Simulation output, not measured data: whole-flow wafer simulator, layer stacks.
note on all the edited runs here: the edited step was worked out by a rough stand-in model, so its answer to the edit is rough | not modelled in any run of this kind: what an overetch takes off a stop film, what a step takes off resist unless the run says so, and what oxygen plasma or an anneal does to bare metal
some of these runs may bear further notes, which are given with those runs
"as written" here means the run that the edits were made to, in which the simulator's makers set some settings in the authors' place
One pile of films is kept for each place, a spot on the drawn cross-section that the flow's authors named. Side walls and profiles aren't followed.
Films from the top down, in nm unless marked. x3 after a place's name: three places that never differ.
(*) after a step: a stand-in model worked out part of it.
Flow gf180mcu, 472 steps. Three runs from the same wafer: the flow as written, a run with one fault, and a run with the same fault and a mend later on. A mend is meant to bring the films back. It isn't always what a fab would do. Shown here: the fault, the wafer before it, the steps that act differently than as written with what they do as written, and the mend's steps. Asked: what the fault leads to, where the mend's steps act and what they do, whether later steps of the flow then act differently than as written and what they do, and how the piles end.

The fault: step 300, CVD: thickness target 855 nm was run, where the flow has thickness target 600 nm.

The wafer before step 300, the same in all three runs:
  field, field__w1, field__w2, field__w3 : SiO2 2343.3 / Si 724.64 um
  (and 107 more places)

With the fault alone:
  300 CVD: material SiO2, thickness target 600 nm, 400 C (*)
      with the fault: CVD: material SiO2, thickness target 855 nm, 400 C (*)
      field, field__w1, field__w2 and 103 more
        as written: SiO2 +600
        with the fault: SiO2 +855
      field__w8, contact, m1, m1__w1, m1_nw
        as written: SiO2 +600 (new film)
        with the fault: SiO2 +855 (new film)
  Later steps of the flow that act differently than as written:
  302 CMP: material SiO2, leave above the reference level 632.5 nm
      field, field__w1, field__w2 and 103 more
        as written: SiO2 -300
        with the fault: SiO2 -555
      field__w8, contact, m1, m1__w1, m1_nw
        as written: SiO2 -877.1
        with the fault: SiO2 -1132.1
  At the end the piles are the same as the flow's at every place that both follow.

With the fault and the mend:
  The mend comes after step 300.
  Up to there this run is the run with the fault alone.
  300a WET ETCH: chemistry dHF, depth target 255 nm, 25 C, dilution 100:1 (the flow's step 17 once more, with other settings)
      field, field__w1, field__w2 and 108 more
        SiO2 -255
  No later step of the flow acts differently than as written at any place that is followed.
  At the end the piles are the same as the flow's at every place that both follow.
